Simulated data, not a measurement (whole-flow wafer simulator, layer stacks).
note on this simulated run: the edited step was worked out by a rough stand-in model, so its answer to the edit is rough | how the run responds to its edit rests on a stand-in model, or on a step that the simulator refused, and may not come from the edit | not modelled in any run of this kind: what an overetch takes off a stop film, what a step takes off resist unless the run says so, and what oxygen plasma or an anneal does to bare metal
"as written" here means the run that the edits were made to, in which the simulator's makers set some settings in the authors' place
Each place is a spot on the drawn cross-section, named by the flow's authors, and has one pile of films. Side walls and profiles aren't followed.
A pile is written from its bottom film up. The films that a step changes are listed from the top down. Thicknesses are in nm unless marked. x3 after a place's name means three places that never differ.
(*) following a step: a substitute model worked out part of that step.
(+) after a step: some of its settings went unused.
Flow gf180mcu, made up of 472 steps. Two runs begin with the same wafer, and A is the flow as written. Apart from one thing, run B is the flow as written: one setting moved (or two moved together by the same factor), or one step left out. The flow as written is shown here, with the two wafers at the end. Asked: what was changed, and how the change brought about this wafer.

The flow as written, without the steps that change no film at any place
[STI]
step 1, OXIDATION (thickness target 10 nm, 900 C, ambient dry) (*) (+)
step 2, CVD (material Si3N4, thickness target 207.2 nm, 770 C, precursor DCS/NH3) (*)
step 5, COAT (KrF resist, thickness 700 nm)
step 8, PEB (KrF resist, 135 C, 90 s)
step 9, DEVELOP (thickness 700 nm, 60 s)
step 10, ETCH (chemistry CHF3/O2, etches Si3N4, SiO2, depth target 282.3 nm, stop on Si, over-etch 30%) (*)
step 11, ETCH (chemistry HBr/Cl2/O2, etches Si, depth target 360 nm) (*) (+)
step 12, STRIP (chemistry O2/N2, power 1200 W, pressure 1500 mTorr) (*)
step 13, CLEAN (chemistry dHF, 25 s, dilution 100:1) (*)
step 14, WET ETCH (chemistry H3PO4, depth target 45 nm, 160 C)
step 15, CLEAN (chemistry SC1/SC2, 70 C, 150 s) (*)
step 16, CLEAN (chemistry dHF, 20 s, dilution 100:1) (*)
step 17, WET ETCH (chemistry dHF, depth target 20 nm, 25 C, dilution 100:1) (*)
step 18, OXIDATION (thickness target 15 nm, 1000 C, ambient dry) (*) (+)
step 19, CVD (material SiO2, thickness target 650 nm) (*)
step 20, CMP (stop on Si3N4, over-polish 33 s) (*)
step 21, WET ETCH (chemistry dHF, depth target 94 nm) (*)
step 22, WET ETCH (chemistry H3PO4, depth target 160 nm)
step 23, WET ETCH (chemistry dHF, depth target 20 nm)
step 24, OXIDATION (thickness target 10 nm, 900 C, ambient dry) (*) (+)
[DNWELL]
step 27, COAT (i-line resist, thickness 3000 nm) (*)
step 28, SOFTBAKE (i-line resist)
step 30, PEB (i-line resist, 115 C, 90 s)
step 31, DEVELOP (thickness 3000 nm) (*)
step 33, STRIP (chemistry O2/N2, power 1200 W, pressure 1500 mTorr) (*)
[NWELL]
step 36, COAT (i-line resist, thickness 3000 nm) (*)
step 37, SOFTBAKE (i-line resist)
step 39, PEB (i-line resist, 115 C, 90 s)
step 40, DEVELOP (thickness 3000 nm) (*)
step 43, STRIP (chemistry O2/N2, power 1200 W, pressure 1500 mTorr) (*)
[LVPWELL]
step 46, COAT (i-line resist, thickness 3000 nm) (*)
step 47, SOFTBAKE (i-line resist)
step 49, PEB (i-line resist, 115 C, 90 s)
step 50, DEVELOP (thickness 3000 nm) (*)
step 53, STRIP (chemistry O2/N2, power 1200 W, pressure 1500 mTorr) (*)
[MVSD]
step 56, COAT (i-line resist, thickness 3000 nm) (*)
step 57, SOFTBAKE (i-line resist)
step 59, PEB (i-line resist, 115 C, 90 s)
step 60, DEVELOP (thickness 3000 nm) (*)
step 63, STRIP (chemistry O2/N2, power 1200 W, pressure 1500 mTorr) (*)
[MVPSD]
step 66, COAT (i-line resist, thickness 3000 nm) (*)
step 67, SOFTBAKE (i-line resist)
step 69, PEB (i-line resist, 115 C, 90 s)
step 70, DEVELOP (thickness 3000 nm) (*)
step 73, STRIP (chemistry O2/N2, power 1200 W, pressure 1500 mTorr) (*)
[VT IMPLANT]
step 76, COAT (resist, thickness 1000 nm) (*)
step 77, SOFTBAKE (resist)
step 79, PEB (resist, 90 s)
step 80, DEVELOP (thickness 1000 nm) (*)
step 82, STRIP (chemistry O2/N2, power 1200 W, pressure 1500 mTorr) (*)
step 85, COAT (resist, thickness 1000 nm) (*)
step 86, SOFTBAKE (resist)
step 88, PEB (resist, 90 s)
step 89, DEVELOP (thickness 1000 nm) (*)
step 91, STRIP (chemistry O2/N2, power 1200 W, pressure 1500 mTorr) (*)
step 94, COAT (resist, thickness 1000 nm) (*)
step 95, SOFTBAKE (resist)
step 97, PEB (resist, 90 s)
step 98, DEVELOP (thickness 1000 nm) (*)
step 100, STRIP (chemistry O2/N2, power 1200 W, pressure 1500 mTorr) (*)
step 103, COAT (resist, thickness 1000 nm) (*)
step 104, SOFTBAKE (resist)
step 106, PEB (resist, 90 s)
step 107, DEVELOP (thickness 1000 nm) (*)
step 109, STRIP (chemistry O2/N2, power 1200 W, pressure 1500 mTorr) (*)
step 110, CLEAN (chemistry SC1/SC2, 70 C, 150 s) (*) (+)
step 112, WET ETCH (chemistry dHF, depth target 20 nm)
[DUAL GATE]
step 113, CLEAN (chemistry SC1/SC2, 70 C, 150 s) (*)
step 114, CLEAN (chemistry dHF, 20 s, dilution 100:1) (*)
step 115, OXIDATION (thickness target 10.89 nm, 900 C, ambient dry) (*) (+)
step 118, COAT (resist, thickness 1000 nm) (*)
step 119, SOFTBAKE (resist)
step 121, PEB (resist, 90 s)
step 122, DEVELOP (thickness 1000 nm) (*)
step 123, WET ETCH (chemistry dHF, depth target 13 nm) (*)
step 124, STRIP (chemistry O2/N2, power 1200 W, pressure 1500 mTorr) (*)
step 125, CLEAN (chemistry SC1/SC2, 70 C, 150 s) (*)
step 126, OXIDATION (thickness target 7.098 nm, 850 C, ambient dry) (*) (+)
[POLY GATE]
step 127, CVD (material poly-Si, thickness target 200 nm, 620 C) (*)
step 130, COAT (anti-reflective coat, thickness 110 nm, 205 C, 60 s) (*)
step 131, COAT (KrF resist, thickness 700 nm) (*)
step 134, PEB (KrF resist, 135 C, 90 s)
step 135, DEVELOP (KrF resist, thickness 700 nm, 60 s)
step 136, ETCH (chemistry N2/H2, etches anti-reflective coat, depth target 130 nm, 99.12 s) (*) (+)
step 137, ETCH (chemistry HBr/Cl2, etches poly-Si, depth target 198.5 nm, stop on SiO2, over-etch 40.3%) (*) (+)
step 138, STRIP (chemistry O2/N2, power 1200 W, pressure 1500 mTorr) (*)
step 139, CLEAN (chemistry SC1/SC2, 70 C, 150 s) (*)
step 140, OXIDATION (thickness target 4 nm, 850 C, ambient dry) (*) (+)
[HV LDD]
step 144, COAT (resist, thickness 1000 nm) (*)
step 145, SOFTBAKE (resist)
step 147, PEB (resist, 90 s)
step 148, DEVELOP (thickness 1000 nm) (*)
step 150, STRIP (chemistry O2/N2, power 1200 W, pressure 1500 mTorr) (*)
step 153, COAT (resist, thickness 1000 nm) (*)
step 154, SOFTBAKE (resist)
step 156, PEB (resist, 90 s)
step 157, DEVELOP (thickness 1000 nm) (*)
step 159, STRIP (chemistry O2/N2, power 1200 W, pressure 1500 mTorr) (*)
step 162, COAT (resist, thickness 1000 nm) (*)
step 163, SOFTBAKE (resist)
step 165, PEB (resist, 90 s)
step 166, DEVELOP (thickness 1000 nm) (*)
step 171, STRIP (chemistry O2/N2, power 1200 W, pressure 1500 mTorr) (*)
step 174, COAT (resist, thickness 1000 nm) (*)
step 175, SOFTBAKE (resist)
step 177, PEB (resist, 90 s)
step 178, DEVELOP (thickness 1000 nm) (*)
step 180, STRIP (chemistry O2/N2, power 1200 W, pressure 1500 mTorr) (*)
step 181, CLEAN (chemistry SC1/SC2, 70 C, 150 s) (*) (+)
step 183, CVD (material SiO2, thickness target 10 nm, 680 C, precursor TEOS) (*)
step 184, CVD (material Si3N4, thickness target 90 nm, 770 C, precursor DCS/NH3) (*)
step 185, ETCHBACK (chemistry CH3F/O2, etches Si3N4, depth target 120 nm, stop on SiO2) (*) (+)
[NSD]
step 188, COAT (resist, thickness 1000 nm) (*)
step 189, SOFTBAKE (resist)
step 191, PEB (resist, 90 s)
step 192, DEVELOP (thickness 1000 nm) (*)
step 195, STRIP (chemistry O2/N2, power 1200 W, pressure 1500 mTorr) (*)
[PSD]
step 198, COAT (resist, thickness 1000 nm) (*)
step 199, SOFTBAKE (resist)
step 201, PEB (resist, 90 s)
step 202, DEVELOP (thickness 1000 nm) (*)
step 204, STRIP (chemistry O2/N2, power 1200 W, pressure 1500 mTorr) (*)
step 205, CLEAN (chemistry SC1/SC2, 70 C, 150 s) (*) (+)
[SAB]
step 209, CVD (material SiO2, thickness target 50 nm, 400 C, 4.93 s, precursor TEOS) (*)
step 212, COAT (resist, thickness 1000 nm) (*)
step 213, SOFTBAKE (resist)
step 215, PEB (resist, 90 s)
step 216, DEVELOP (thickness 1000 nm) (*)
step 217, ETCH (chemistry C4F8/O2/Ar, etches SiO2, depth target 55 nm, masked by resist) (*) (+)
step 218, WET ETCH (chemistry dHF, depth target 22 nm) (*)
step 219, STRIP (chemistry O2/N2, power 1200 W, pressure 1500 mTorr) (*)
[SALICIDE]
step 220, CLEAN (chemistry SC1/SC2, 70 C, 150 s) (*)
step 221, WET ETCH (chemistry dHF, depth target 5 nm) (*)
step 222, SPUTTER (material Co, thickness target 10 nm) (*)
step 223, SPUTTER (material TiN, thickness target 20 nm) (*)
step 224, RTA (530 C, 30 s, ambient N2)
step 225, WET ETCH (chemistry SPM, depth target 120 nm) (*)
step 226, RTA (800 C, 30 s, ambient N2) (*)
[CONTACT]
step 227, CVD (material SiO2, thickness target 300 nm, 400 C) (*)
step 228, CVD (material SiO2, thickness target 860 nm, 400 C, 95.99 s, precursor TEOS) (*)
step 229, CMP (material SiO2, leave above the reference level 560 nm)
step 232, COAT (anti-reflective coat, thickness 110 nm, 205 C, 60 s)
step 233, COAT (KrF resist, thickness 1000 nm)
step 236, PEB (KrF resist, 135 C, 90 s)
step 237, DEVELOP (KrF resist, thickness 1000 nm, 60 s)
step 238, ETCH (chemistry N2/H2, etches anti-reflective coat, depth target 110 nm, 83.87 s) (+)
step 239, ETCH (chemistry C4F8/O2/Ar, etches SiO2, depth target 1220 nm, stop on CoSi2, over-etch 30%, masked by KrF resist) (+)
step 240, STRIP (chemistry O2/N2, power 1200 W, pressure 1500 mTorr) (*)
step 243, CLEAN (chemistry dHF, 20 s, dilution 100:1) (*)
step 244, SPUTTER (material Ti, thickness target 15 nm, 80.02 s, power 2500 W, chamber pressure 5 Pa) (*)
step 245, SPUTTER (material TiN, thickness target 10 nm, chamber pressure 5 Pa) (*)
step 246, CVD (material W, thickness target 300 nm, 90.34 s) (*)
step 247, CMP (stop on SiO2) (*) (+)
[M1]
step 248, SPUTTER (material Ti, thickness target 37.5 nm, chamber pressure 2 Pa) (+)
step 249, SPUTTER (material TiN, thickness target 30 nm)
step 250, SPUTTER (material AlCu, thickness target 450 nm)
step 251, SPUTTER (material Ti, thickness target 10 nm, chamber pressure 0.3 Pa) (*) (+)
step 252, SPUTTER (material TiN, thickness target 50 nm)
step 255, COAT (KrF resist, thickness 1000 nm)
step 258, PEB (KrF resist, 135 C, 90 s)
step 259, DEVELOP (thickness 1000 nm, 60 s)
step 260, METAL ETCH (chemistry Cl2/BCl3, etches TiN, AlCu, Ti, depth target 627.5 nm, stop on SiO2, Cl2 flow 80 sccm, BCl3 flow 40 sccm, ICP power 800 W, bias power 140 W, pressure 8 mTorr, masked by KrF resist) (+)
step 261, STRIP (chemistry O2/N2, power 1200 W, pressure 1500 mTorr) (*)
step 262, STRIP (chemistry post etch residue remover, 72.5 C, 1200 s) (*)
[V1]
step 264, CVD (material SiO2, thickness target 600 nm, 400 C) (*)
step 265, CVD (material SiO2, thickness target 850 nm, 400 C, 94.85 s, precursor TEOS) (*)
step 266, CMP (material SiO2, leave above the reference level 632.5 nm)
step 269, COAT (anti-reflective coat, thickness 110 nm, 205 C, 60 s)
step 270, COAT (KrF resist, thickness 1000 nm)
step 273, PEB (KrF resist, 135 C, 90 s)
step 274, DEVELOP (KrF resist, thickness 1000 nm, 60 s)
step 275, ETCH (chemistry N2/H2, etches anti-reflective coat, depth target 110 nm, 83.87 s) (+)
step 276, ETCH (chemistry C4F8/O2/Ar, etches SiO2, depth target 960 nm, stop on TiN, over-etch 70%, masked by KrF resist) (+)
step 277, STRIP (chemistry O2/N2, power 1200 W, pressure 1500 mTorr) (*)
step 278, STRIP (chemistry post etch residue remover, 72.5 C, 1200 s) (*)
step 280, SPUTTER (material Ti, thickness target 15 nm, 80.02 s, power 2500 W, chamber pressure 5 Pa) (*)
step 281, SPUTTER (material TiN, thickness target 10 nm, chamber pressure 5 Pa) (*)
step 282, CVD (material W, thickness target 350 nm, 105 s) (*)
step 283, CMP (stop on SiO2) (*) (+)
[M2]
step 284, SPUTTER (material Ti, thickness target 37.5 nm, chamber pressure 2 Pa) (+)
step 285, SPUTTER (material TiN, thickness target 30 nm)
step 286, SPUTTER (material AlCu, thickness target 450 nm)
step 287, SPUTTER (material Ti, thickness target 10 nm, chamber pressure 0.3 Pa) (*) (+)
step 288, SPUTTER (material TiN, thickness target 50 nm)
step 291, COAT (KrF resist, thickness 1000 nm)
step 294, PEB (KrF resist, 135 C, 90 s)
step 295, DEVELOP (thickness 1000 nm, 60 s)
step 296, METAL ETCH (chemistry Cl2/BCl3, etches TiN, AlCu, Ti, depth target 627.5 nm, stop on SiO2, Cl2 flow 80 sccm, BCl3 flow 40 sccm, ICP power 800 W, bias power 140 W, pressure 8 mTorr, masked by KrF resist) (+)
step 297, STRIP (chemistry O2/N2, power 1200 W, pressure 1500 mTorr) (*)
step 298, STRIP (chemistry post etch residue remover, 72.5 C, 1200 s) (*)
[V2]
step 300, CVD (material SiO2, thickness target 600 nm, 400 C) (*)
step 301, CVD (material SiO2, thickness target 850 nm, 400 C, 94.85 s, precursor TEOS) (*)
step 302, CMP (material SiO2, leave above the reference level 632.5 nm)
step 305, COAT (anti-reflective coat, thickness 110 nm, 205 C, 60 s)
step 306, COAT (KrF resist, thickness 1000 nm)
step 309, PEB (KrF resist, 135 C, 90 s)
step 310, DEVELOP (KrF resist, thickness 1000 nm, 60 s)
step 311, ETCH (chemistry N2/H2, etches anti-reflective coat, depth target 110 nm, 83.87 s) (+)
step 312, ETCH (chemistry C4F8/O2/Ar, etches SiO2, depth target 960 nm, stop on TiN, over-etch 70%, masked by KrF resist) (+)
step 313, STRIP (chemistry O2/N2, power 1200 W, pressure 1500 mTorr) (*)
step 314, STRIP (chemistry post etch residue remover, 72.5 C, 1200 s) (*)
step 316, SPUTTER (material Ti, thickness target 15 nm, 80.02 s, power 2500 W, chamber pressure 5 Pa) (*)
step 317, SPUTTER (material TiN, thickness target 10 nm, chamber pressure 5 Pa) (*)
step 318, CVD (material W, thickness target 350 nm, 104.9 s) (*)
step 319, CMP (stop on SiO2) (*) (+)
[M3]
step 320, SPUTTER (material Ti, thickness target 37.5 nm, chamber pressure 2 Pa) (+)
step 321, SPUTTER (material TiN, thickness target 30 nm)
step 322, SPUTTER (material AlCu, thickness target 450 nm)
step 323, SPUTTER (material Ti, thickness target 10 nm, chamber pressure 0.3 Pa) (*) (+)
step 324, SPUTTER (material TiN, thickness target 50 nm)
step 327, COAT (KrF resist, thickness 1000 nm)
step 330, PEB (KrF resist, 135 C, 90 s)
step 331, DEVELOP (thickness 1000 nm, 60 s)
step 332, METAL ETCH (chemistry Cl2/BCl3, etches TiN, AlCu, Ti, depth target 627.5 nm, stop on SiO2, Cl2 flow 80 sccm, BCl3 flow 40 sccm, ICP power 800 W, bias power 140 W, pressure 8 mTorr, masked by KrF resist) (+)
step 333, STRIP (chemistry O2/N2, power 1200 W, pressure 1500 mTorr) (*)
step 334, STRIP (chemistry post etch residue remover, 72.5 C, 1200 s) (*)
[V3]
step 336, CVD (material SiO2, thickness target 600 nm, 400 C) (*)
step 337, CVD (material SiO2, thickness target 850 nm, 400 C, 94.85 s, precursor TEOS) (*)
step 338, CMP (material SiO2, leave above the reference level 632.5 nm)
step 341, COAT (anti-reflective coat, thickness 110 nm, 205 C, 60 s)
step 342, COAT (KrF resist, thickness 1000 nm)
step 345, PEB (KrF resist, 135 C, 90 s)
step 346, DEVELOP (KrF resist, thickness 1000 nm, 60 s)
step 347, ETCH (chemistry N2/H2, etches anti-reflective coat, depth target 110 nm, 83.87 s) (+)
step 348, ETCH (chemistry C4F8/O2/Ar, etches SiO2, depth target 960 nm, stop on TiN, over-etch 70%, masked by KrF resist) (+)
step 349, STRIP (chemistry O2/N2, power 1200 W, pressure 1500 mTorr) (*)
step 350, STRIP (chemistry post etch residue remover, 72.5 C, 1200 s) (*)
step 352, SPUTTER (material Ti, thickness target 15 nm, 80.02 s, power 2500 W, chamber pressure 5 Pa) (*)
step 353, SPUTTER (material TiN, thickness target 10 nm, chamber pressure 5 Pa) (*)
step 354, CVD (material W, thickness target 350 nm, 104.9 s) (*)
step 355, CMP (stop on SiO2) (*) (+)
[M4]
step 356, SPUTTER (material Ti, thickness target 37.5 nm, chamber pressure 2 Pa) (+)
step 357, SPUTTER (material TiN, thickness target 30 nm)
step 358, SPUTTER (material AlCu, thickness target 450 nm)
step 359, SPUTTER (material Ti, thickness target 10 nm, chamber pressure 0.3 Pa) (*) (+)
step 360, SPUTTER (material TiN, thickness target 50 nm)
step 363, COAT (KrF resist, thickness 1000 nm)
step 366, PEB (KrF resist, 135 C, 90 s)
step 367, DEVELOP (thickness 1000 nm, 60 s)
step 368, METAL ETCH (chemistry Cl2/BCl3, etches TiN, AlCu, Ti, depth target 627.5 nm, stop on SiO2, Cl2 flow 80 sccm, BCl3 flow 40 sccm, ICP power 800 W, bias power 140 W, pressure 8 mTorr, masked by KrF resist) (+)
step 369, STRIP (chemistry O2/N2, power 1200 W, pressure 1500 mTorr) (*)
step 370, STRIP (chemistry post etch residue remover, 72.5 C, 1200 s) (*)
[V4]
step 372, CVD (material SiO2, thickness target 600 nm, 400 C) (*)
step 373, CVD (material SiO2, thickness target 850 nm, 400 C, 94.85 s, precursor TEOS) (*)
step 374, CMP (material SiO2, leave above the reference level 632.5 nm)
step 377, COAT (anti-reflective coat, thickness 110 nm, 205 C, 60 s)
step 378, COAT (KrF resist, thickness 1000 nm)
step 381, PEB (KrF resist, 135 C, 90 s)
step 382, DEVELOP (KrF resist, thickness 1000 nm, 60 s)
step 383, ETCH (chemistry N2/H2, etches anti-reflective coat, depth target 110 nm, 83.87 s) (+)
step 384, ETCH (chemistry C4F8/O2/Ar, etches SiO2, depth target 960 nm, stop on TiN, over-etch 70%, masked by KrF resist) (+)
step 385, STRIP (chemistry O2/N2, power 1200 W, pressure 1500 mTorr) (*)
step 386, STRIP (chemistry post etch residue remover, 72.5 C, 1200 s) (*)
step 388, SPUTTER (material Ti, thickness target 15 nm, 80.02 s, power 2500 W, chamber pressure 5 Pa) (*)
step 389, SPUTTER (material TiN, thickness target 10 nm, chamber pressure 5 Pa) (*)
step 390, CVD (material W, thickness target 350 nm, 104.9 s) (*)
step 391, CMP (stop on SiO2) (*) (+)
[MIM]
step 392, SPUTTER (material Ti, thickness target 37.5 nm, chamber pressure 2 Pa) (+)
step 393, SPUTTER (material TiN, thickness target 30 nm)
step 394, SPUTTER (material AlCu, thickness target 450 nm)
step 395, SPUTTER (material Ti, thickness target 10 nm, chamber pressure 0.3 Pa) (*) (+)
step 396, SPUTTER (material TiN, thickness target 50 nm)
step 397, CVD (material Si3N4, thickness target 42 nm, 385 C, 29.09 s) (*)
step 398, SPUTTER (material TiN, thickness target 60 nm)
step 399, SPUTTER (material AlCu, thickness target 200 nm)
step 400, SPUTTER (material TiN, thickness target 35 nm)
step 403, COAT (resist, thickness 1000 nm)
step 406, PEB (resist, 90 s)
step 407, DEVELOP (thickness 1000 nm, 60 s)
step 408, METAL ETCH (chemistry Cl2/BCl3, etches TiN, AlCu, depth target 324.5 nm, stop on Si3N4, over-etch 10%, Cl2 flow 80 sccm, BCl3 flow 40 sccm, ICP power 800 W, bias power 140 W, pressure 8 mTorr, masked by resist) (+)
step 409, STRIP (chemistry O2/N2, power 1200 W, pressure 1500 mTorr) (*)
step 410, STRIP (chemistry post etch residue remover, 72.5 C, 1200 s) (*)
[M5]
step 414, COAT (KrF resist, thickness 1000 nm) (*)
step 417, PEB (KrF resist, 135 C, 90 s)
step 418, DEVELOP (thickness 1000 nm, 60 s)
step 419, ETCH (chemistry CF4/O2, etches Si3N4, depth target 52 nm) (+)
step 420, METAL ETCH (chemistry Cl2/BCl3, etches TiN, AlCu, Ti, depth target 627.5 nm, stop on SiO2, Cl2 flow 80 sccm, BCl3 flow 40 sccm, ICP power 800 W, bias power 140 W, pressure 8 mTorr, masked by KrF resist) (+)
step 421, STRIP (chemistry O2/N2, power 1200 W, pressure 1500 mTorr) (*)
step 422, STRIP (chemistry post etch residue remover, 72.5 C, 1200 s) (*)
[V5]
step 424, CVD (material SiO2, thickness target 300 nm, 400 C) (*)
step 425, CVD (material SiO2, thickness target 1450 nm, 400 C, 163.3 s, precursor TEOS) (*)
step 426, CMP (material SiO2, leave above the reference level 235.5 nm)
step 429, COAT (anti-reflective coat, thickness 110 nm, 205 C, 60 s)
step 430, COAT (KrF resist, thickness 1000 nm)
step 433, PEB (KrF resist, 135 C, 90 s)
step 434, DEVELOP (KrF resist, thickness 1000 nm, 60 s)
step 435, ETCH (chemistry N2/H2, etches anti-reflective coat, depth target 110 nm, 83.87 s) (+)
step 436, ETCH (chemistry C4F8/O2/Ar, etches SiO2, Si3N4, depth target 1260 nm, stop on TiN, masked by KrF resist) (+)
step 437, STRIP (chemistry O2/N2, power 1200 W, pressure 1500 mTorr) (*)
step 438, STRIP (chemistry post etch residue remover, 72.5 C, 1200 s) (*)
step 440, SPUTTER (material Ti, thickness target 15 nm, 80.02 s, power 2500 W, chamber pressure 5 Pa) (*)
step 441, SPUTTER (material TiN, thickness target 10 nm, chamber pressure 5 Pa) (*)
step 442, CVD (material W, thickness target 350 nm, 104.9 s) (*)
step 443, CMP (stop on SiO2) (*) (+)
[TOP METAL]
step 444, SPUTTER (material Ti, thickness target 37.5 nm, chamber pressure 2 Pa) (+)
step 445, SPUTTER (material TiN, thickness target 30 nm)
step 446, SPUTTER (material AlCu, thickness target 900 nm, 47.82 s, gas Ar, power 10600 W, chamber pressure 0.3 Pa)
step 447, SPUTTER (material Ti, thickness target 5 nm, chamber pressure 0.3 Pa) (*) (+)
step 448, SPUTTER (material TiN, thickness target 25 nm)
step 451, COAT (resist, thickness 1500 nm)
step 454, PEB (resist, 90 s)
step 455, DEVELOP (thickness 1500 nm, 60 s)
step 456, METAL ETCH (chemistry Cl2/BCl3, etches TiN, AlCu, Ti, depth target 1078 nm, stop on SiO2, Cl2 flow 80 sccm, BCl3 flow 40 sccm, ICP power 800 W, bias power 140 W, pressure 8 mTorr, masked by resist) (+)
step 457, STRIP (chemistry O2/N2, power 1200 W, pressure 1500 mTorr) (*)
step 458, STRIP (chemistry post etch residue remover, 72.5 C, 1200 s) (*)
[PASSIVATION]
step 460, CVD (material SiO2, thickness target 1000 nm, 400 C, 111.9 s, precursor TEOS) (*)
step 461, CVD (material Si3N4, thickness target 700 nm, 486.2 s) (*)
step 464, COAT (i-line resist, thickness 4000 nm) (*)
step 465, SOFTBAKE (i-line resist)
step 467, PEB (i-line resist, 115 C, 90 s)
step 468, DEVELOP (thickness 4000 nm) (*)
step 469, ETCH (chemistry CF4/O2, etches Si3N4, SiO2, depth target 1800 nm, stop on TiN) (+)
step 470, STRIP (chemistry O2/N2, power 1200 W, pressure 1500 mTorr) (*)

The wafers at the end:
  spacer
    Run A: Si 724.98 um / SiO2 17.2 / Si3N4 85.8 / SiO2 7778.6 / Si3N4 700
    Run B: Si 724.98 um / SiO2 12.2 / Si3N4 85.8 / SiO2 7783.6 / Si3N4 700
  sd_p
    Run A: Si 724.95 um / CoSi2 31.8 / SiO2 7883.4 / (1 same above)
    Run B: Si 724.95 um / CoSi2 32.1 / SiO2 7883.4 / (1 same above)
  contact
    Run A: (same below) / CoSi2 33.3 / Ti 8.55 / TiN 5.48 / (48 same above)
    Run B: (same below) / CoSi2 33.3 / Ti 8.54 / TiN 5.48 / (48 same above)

Cause: step 183, CVD: thickness target 5 nm was run, while the flow as written has thickness target 10 nm.

How this came from the change, step by step:
  step 183, CVD (material SiO2, thickness target 10 nm, 680 C, precursor TEOS) (*)
      field, field__w1, field__w2 and 99 more: A +10 SiO2 | B +5 SiO2
      ld_drift_p: A +9.87 SiO2 | B +4.93 SiO2
      (also at 1 further place)
  step 189, SOFTBAKE (resist)
      field: A +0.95 resist | B -0.03 resist
      active_hv: A +0.78 resist | B +0.18 resist
      (also at 1 further place)
  step 199, SOFTBAKE (resist)
      field: A +0.95 resist | B -0.03 resist
      active_hv: A +0.78 resist | B +0.18 resist
      (also at 1 further place)
  step 218, WET ETCH (chemistry dHF, depth target 22 nm) (*)
      gate, gate_hv, gate_p and 23 more: A -5.48 SiO2 (all of it) | B -0.48 SiO2 (all of it)
      active, p_well, sd_n, iso_ptap_pw, iso_ntap_nw, iso_ptap_sub, vpnp_e: A -9.01 SiO2 (all of it) | B -4.01 SiO2 (all of it)
      (also at 16 further places)
  step 229, CMP (material SiO2, leave above the reference level 560 nm)
      field_sub, field_sub__w2: A -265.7 SiO2 | B -260.3 SiO2
      field__w2: A -250.1 SiO2 | B -244 SiO2
      (also at 6 further places)
